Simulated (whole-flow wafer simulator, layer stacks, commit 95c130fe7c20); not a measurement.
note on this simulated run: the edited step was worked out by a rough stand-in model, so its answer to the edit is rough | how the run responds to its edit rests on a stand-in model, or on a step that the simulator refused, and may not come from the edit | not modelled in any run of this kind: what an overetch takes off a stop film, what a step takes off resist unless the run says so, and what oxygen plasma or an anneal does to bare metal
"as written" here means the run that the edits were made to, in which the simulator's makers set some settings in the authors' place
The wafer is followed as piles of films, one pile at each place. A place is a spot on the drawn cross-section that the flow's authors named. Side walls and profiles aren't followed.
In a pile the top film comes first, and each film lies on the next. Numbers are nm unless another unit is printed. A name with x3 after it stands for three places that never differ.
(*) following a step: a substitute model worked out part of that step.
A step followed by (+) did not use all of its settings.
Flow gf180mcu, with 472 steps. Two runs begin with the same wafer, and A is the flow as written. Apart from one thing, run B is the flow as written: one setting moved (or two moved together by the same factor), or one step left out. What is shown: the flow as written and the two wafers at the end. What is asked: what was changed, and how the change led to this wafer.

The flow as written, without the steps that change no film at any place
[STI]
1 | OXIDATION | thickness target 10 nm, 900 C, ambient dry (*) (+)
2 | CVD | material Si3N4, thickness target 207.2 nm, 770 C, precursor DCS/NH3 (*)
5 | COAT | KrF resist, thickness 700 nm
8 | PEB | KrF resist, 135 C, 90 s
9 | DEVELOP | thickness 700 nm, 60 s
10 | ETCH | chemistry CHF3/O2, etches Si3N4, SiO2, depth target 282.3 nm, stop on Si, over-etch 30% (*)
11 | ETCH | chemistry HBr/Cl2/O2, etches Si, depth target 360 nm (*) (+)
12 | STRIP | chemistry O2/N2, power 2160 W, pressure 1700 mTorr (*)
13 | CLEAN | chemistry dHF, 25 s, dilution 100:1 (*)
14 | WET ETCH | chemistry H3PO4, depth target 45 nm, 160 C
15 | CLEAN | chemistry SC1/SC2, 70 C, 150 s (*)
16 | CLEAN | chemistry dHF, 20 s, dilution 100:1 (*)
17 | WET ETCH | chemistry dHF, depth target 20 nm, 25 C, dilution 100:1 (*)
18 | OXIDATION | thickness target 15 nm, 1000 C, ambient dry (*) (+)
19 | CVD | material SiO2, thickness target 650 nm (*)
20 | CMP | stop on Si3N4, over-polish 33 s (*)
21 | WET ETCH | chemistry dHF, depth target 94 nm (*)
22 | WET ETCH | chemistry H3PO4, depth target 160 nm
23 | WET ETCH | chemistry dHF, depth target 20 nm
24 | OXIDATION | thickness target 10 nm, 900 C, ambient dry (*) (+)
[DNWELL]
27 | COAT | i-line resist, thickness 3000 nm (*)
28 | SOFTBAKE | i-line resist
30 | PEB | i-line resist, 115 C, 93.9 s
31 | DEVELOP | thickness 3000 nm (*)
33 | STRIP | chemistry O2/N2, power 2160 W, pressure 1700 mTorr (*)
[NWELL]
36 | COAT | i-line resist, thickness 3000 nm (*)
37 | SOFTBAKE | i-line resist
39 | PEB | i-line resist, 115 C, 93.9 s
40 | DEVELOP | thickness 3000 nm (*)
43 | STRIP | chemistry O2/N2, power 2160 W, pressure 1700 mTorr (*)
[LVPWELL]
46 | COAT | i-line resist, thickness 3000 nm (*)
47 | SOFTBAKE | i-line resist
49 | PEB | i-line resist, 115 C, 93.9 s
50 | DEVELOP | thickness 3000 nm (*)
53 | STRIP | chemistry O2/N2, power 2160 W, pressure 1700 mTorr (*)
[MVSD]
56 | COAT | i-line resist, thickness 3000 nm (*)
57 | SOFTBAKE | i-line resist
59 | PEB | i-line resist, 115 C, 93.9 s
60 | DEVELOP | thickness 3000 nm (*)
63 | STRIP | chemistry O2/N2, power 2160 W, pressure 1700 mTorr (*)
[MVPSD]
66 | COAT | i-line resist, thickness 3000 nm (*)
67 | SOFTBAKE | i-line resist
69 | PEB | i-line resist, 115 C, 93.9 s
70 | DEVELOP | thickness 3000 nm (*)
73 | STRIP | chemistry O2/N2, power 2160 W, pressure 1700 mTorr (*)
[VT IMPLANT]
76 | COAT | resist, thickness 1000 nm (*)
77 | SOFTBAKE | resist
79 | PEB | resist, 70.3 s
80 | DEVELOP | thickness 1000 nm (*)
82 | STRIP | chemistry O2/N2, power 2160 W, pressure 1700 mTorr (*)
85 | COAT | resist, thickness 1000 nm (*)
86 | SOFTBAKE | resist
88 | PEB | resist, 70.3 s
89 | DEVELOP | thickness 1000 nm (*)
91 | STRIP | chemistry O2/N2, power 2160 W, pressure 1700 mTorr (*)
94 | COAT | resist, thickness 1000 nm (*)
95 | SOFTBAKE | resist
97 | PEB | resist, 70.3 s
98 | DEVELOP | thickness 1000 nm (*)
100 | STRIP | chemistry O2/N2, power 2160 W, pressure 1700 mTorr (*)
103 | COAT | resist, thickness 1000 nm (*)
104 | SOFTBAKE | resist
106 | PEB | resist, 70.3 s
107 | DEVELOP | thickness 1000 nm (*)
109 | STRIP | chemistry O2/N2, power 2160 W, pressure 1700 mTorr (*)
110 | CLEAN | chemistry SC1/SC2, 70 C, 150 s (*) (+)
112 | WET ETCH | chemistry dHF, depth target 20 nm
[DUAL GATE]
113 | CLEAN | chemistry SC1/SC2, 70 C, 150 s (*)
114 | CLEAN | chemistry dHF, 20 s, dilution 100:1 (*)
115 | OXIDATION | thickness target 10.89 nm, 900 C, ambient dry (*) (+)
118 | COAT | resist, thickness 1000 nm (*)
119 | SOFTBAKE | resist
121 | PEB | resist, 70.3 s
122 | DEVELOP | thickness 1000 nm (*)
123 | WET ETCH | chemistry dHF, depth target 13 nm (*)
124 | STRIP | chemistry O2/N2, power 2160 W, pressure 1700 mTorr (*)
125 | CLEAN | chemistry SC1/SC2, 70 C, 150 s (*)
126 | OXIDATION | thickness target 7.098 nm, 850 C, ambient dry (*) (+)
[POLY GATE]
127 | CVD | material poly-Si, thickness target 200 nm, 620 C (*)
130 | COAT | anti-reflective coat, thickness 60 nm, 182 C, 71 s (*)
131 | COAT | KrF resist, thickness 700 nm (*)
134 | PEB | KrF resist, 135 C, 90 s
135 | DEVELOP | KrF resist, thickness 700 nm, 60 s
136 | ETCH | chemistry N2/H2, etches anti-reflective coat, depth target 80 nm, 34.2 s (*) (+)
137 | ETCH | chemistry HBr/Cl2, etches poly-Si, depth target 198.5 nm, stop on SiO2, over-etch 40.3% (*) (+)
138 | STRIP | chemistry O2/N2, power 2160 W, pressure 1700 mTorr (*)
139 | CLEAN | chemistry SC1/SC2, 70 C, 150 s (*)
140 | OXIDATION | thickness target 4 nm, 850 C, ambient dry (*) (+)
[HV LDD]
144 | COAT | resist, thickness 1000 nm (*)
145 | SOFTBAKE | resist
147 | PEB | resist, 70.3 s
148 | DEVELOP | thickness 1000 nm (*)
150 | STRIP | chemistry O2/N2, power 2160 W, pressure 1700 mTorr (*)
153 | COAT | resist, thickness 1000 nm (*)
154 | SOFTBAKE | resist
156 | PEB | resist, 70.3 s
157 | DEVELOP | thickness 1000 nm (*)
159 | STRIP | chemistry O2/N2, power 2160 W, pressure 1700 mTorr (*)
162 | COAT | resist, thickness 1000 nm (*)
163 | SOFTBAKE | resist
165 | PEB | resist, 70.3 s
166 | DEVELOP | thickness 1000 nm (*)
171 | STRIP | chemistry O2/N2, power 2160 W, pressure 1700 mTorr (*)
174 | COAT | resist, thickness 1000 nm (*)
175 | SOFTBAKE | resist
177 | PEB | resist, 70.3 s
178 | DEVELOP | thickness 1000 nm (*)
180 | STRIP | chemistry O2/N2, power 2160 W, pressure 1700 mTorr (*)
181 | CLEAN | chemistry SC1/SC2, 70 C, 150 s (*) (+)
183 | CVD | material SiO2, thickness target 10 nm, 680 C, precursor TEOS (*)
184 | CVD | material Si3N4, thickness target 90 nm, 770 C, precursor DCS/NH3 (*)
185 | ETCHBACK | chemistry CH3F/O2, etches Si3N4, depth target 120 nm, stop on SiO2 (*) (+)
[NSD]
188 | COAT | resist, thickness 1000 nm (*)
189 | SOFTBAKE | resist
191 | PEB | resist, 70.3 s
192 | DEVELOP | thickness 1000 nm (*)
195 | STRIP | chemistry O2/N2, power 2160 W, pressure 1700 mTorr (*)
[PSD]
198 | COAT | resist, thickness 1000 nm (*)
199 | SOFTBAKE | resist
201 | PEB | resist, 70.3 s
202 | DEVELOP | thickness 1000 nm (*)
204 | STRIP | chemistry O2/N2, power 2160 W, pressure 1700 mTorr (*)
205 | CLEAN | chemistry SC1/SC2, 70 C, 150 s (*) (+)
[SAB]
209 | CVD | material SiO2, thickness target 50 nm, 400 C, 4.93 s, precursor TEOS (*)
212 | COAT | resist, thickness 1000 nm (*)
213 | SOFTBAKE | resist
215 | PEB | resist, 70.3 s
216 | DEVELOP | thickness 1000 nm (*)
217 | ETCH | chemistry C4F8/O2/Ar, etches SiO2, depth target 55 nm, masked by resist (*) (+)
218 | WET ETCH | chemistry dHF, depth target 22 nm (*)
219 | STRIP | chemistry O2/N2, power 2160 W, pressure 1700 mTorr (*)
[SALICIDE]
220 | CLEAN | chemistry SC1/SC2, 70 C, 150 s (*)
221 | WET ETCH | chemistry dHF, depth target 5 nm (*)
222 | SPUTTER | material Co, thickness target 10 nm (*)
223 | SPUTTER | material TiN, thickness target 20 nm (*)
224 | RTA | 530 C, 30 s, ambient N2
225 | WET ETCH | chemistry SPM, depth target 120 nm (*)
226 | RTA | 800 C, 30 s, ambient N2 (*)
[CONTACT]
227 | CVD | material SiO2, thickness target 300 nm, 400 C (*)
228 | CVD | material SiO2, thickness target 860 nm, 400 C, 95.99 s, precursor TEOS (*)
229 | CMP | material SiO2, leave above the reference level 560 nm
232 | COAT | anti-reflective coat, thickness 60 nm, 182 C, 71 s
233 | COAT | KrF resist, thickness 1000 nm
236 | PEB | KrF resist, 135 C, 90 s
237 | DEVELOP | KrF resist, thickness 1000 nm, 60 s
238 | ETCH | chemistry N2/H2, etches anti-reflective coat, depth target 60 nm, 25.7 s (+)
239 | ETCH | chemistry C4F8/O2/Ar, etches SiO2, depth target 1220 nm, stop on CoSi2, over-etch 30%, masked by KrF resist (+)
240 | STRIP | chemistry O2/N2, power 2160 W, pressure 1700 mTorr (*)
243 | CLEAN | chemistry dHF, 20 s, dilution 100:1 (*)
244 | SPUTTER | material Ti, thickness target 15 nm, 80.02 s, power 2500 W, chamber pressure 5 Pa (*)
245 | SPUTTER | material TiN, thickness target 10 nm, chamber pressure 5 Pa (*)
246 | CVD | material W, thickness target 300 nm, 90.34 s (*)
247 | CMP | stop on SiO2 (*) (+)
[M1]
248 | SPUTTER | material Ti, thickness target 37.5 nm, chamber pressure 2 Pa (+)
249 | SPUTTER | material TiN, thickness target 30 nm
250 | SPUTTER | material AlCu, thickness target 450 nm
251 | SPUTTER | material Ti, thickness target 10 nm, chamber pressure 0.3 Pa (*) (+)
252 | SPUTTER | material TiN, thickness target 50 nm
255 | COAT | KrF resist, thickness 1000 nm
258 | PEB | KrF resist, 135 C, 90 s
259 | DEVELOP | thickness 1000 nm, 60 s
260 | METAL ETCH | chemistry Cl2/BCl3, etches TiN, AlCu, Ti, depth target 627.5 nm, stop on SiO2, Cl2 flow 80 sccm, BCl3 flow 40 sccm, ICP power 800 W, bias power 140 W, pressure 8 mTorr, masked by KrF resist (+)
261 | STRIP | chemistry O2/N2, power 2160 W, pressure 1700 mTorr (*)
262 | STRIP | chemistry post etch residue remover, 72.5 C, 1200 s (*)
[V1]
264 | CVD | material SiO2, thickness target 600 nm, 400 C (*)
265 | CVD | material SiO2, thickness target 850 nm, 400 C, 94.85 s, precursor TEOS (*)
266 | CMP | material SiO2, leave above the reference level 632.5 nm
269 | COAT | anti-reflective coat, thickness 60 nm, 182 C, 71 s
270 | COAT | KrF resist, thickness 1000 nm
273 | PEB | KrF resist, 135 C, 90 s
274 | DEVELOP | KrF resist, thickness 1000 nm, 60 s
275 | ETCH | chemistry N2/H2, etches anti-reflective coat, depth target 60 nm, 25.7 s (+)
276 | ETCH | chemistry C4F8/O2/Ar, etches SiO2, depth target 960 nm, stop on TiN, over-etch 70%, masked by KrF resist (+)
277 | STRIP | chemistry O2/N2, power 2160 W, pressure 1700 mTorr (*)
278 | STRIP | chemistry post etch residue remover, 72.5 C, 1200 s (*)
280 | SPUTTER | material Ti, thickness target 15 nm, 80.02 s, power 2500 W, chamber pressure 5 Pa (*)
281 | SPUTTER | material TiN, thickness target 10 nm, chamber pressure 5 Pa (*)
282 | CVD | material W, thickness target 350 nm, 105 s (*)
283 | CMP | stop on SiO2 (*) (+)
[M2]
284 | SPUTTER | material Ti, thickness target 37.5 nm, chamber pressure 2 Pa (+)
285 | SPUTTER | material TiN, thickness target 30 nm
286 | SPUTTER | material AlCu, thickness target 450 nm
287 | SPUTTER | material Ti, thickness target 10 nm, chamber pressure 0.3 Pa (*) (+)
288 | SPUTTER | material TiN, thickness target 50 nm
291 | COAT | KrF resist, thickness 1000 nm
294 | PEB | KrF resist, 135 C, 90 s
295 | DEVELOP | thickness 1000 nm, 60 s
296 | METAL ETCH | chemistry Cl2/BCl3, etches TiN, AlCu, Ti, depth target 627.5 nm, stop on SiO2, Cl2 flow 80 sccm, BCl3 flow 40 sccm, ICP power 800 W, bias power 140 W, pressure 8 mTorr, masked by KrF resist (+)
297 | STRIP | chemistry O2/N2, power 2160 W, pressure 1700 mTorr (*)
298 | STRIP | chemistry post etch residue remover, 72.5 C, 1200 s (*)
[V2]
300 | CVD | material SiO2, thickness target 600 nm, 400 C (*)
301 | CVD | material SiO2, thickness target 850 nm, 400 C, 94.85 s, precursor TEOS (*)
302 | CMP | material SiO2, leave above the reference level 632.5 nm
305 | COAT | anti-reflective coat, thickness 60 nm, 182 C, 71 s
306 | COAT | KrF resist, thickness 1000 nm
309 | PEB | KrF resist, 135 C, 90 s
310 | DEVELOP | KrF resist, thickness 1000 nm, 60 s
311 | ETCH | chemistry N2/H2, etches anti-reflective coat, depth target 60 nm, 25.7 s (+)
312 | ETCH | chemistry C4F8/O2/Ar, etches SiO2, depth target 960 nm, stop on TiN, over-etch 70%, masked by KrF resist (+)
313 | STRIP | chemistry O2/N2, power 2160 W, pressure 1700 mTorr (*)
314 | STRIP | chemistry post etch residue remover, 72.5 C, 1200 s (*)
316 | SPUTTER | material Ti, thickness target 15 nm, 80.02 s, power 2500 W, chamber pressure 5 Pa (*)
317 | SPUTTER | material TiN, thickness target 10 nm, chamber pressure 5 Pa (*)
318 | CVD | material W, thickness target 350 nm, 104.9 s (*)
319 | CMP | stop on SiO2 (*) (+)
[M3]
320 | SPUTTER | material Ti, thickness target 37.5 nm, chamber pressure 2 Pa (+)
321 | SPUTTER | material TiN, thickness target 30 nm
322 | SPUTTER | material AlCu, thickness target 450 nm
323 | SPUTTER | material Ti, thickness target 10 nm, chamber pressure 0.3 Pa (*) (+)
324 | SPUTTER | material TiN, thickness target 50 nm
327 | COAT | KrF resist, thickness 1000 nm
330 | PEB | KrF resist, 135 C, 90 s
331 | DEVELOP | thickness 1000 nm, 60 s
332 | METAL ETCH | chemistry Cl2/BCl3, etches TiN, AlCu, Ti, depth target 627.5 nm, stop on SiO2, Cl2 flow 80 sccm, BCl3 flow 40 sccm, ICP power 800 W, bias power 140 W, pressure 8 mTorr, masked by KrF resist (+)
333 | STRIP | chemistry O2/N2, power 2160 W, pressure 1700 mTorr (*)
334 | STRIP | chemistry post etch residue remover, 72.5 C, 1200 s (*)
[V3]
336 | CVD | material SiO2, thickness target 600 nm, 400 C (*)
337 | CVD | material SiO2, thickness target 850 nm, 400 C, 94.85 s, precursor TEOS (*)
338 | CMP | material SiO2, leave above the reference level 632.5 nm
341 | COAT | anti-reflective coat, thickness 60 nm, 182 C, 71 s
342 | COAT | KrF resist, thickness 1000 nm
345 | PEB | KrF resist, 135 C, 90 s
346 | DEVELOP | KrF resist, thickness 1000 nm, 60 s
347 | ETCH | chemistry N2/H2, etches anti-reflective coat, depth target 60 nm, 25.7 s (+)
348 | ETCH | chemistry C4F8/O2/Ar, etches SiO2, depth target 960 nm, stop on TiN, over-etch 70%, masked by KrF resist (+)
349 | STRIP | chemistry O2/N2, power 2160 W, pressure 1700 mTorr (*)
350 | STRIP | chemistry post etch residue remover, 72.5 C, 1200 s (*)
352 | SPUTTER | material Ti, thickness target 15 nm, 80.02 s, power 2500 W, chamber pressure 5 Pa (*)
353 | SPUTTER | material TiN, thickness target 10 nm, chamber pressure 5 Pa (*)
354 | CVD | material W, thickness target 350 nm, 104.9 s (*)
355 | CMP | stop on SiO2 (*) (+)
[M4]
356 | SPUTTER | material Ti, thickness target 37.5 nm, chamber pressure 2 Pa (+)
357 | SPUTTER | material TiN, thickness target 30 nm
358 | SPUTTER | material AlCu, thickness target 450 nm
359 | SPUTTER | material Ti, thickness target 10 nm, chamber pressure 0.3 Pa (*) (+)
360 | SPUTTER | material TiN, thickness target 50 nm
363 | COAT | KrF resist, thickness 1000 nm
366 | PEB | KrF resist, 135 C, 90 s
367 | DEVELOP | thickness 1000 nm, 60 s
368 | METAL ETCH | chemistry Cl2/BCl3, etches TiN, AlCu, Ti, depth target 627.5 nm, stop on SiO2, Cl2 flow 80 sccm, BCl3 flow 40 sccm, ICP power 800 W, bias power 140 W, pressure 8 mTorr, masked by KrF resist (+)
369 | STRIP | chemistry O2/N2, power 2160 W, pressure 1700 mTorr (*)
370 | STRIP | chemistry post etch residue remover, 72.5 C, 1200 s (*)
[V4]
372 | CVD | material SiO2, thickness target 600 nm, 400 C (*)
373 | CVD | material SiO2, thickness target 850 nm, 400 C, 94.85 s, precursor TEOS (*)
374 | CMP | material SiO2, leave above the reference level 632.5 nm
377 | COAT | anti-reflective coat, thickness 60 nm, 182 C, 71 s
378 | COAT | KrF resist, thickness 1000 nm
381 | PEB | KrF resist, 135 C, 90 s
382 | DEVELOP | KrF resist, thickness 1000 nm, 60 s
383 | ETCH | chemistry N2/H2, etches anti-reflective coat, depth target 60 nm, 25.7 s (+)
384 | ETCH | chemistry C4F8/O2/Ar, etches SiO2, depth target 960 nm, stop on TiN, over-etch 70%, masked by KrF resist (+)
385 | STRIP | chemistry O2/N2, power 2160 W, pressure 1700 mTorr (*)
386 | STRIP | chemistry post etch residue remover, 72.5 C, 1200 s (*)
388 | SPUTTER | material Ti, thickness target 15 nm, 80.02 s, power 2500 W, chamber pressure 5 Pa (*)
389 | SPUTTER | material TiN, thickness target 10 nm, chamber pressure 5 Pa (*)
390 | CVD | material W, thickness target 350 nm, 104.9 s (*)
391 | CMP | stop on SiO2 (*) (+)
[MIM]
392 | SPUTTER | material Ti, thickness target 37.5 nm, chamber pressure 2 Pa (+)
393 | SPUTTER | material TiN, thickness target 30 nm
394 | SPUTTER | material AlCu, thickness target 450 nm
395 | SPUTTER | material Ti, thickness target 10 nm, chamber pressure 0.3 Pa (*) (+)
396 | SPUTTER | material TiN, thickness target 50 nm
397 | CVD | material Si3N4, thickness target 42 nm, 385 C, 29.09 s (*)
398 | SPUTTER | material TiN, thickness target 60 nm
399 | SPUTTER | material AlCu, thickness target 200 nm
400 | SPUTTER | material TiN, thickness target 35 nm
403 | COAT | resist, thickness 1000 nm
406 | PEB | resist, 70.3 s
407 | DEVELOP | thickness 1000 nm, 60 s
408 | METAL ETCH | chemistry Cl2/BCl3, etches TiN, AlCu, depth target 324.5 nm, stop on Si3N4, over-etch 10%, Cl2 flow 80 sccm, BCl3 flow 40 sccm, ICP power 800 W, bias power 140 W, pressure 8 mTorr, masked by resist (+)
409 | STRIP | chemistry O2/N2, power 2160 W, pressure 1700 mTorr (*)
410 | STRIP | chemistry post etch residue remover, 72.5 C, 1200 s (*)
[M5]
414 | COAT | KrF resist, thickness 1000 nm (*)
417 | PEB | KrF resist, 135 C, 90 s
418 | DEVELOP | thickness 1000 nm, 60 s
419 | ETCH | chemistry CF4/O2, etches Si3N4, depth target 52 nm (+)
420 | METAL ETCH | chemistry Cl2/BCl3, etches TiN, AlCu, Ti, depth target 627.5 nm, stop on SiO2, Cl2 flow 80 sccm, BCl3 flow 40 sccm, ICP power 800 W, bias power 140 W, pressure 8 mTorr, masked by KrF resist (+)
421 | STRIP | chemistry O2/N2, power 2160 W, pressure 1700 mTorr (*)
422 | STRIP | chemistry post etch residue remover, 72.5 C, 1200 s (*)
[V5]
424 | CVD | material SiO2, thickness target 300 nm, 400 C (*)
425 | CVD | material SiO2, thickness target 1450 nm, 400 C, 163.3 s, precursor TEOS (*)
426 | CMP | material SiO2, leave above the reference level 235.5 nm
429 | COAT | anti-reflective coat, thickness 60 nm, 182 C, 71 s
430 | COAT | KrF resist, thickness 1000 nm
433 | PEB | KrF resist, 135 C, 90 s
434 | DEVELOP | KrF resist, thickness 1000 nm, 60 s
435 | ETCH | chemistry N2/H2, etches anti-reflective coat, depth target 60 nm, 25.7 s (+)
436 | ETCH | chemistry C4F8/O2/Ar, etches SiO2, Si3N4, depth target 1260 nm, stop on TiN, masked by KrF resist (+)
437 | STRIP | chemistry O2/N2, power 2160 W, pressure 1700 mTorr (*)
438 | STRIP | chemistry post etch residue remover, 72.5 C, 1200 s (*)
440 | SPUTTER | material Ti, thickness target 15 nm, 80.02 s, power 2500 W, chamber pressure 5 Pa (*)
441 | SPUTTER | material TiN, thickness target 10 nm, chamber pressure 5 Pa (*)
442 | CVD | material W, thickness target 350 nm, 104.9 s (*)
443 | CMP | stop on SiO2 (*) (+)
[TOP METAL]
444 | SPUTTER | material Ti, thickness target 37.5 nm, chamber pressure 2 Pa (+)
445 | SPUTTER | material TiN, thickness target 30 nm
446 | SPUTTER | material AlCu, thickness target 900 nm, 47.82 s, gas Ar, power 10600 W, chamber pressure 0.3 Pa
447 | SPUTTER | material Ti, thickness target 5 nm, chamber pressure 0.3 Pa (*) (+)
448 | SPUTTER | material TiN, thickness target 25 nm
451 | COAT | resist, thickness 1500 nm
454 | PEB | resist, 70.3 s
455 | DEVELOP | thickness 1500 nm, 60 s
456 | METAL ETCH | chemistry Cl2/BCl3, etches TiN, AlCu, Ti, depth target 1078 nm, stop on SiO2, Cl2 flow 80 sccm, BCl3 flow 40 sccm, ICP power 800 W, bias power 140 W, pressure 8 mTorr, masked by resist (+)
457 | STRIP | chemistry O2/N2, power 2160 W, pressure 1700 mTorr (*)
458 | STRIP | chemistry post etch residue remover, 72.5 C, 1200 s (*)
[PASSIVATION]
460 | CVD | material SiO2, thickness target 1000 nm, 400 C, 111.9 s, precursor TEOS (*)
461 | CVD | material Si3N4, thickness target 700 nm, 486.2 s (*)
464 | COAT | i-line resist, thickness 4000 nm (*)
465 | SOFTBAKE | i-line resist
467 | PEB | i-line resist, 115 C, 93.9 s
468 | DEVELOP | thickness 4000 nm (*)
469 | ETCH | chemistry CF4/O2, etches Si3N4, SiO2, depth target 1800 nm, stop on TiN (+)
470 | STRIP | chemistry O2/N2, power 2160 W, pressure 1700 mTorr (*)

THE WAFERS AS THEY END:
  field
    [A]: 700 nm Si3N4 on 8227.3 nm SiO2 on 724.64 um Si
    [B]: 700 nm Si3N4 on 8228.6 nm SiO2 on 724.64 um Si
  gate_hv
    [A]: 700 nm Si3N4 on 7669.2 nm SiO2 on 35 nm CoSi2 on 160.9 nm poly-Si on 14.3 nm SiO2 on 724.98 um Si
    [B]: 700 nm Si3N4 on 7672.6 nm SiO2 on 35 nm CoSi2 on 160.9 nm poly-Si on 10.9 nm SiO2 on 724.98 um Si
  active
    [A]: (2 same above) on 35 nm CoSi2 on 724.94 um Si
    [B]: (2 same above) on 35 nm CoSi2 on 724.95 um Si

The reason: step 126, OXIDATION: thickness target 3.017 nm was run, while the flow as written has thickness target 7.098 nm.

How this came from the change, step by step:
  126 | OXIDATION | thickness target 7.098 nm, 850 C, ambient dry (*) (+)
      field_sub__w1, field_sub__w3, field_sub__w4 and 7 more: A SiO2 gains 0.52, Si loses 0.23 | B nothing
      field, field__w3, field__w12, mim, npoly_sal, sti_nw: A SiO2 gains 0.55, Si loses 0.24 | B nothing
      (as well as at 54 more places)
  130 | COAT | anti-reflective coat, thickness 60 nm, 182 C, 71 s (*)
      p_well, spacer, sd_n: A anti-reflective coat gains 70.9 (new film) | B anti-reflective coat gains 72.8 (new film)
      field_sub__w1: A anti-reflective coat gains 46.8 (new film) | B anti-reflective coat gains 45.8 (new film)
      (as well as at 4 more places)
  136 | ETCH | chemistry N2/H2, etches anti-reflective coat, depth target 80 nm, 34.2 s (*) (+)
      p_well, spacer, sd_n: A anti-reflective coat loses 70.9 (all of it), poly-Si loses 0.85 | B anti-reflective coat loses 72.8 (all of it), poly-Si loses 0.8
      field_sub__w1: A anti-reflective coat loses 46.8 (all of it), poly-Si loses 1.47 | B anti-reflective coat loses 45.8 (all of it), poly-Si loses 1.49
      (as well as at 3 more places)
  138 | STRIP | chemistry O2/N2, power 2160 W, pressure 1700 mTorr (*)
      ld_fp_p: A chemical SiO2 gains 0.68 (new film), KrF resist loses 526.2 (all of it), anti-reflective coat loses 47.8 (all of it), poly-Si loses 0.3 | B chemical SiO2 gains 0.68 (new film), KrF resist loses 526.2 (all of it), anti-reflective coat loses 46.8 (all of it), poly-Si loses 0.3
  140 | OXIDATION | thickness target 4 nm, 850 C, ambient dry (*) (+)
      active, n_well, p_well and 10 more: A SiO2 gains 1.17, Si loses 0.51 | B SiO2 gains 1.72, Si loses 0.76
  145 | SOFTBAKE | resist
      active_nat: A resist gains 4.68 | B resist gains 8.9
  154 | SOFTBAKE | resist
      active_nat: A resist gains 4.68 | B resist gains 8.9
  163 | SOFTBAKE | resist
      active_nat: A resist gains 4.68 | B resist gains 8.9
  175 | SOFTBAKE | resist
      active_nat: A resist gains 4.68 | B resist gains 8.9
  189 | SOFTBAKE | resist
      field__w9: A resist gains 6.92 | B resist loses 3.07
      active_hv: A resist gains 2.68 | B resist loses 0.49
      (as well as at 1 more place)
  199 | SOFTBAKE | resist
      field__w9: A resist gains 6.92 | B resist loses 3.07
      active_hv: A resist gains 2.68 | B resist loses 0.49
      (as well as at 1 more place)
  218 | WET ETCH | chemistry dHF, depth target 22 nm (*)
      active, p_well, sd_n, iso_ptap_pw, iso_ntap_nw, iso_ptap_sub, vpnp_e: A SiO2 loses 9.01 (all of it) | B SiO2 loses 5.48 (all of it)
      ldn_tap, ldn_src, ldn_drn, ldp_tap, ldp_src, ldp_drn, ldp_gr: A SiO2 loses 16 (all of it) | B SiO2 loses 12.8 (all of it)
      (as well as at 9 more places)
  223 | SPUTTER | material TiN, thickness target 20 nm (*)
      field__w12: A TiN gains 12 (new film) | B TiN gains 12.6 (new film)
  225 | WET ETCH | chemistry SPM, depth target 120 nm (*)
      field__w12: A TiN loses 12 (all of it), Co loses 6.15 (all of it) | B TiN loses 12.6 (all of it), Co loses 6.14 (all of it)
